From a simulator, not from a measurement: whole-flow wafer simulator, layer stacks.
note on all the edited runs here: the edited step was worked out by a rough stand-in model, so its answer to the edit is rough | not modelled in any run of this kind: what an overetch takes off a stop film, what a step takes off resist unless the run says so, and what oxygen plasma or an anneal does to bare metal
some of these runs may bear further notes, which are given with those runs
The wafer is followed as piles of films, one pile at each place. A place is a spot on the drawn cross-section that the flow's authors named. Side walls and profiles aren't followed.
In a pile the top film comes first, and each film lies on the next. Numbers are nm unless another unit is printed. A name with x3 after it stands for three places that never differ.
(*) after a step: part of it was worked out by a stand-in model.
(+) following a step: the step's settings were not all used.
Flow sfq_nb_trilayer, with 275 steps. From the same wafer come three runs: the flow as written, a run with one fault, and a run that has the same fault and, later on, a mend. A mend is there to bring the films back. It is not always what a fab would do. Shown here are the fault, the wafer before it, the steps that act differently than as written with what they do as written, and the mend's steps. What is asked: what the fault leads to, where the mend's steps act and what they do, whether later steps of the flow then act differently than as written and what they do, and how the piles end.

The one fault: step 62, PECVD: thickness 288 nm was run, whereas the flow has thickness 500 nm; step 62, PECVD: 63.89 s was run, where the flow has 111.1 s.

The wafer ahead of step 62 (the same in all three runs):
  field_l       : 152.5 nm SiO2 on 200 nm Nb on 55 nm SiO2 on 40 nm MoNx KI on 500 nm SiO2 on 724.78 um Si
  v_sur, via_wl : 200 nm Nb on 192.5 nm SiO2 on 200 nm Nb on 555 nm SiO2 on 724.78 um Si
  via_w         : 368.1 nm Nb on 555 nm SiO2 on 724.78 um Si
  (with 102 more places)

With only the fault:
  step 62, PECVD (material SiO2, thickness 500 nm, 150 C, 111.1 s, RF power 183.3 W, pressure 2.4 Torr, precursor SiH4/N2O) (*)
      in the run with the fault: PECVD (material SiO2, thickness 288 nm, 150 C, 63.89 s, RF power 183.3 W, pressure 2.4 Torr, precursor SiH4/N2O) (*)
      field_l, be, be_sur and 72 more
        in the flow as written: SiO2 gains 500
        in the run with the fault: SiO2 gains 288
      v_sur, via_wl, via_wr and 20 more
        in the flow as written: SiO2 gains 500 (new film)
        in the run with the fault: SiO2 gains 288 (new film)
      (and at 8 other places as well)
  Later steps of the flow acting differently than as written (20 other steps are not shown; they differ only slightly, by no more than 2% or 0.5 nm, whichever is larger):
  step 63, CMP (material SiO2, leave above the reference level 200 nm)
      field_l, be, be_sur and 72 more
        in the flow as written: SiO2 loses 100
        in the run with the fault: nothing
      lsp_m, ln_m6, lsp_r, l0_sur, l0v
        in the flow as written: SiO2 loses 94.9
        in the run with the fault: nothing
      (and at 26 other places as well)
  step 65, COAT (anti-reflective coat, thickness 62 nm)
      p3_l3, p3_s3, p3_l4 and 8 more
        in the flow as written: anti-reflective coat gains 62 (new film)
        in the run with the fault: anti-reflective coat gains 63.3 (new film)
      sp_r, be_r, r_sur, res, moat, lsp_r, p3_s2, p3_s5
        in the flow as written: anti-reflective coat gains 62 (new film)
        in the run with the fault: anti-reflective coat gains 63.4 (new film)
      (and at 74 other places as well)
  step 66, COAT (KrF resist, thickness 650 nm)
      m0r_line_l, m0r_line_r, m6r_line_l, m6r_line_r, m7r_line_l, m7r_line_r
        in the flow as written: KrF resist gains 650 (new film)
        in the run with the fault: KrF resist gains 672 (new film)
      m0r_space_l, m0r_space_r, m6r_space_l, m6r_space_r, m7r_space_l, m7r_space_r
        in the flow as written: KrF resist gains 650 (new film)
        in the run with the fault: KrF resist gains 663.6 (new film)
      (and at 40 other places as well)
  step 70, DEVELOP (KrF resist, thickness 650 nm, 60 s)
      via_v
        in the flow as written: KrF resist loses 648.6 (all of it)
        in the run with the fault: KrF resist loses 608.5 (all of it)
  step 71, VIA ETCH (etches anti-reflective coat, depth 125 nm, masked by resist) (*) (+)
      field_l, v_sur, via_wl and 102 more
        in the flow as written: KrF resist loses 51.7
        in the run with the fault: KrF resist loses 44.2
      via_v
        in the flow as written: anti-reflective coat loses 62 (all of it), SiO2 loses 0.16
        in the run with the fault: anti-reflective coat loses 53.1 (all of it), SiO2 loses 0.13
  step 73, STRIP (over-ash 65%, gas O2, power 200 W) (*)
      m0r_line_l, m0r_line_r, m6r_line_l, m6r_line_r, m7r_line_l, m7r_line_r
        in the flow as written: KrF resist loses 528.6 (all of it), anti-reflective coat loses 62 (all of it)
        in the run with the fault: KrF resist loses 558 (all of it), anti-reflective coat loses 63.3 (all of it)
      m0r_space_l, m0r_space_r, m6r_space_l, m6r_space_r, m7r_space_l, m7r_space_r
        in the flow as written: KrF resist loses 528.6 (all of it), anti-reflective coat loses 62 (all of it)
        in the run with the fault: KrF resist loses 549.6 (all of it), anti-reflective coat loses 76.7 (all of it)
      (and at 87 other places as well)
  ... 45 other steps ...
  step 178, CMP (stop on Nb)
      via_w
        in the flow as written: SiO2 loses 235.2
        in the run with the fault: SiO2 loses 226.5
  By the end, the piles at via_w, p4_w1, p4_w2 and 7 more depart from the flow's by more than 2% or 0.5 nm, whichever is larger.
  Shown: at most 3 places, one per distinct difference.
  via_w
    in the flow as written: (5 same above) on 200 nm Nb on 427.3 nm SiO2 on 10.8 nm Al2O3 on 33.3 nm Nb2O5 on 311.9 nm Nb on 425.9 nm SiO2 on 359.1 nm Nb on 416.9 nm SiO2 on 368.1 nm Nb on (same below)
    in the run with the fault: (5 same above) on 200 nm Nb on 495.5 nm SiO2 on 10.1 nm Al2O3 on 34.6 nm Nb2O5 on 110.8 nm Nb on 189.6 nm SiO2 on 161.3 nm Nb on 344 nm SiO2 on 90.1 nm Nb on 138.9 nm SiO2 on 170.3 nm Nb on 240 nm SiO2 on 368.1 nm Nb on (same below)
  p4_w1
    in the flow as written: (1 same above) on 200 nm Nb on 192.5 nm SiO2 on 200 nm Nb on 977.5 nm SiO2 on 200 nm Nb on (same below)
    in the run with the fault: (1 same above) on 200 nm Nb on 204.5 nm SiO2 on 200 nm Nb on 965.5 nm SiO2 on 200 nm Nb on (same below)

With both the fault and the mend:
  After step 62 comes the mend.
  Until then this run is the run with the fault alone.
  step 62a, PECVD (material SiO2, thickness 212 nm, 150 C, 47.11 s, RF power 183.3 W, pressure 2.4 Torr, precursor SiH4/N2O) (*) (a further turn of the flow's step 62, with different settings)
      field_l, v_sur, via_wl and 102 more
        SiO2 gains 212
      via_w
        SiO2 gains 188.9
  Later steps of the flow acting differently than as written:
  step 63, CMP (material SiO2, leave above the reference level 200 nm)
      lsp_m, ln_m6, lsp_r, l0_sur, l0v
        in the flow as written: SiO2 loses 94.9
        in the run with the mend: SiO2 loses 100
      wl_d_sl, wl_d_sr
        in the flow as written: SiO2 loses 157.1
        in the run with the mend: SiO2 loses 100
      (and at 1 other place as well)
  By the end, the piles equal the flow's at every place that both follow.
